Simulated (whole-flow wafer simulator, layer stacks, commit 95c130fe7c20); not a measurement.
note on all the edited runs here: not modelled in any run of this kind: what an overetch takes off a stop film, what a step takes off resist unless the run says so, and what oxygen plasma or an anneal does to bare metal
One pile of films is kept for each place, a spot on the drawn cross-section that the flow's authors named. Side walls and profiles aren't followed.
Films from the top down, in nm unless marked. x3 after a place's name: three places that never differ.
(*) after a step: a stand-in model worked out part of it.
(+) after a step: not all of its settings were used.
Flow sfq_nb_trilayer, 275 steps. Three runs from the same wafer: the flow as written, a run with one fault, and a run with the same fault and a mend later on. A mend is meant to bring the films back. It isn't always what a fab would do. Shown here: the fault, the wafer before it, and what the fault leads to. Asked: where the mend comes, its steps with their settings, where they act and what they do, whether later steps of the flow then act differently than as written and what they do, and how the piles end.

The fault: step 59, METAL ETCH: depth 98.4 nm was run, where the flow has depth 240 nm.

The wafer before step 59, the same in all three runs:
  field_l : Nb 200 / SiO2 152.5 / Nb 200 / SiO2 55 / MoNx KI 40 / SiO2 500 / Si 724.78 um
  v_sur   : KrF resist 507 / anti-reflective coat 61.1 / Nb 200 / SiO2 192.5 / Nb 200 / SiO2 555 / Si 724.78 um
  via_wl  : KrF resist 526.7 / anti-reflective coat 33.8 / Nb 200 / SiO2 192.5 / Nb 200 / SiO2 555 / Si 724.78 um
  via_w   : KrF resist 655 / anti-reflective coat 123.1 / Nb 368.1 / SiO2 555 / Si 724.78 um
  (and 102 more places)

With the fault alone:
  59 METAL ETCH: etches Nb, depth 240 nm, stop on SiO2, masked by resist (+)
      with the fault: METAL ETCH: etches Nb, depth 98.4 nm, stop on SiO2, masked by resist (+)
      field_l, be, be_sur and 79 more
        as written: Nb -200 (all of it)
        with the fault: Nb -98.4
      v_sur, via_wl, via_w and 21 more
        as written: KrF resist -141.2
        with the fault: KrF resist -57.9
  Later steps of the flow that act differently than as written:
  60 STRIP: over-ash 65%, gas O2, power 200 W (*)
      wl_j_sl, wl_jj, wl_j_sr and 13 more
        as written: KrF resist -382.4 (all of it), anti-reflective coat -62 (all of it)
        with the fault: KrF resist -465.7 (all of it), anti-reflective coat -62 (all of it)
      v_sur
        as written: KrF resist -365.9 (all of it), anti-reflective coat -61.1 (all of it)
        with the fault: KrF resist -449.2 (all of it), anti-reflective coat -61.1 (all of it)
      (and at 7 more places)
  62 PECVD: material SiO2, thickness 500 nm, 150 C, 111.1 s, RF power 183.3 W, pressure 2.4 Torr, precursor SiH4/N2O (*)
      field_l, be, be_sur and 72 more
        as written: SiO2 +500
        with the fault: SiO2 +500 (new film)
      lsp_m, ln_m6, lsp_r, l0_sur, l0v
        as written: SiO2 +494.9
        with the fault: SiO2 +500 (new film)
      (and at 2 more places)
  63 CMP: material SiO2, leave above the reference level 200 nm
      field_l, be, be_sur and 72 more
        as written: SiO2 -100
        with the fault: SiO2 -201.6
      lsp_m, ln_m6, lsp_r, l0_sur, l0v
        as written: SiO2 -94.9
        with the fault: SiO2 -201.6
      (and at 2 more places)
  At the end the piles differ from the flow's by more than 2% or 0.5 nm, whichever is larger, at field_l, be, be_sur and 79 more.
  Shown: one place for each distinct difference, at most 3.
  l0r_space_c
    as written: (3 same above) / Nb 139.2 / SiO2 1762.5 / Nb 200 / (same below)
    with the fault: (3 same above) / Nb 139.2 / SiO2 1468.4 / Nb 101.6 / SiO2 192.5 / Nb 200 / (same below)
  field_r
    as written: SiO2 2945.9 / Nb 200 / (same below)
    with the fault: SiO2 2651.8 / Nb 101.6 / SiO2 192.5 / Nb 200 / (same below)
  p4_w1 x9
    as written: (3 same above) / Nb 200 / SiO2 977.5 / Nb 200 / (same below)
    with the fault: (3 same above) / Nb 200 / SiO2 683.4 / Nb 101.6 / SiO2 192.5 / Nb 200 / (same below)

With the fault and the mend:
  The mend comes after step 59.
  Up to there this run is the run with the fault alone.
  59a METAL ETCH: etches Nb, depth 141.6 nm, stop on SiO2, masked by resist (+) (the flow's step 59 once more, with other settings)
      field_l, be, be_sur and 79 more
        Nb -101.6 (all of it)
      v_sur, via_wl, via_w and 21 more
        KrF resist -83.3
  No later step of the flow acts differently than as written at any place that is followed.
  At the end the piles are the same as the flow's at every place that both follow.
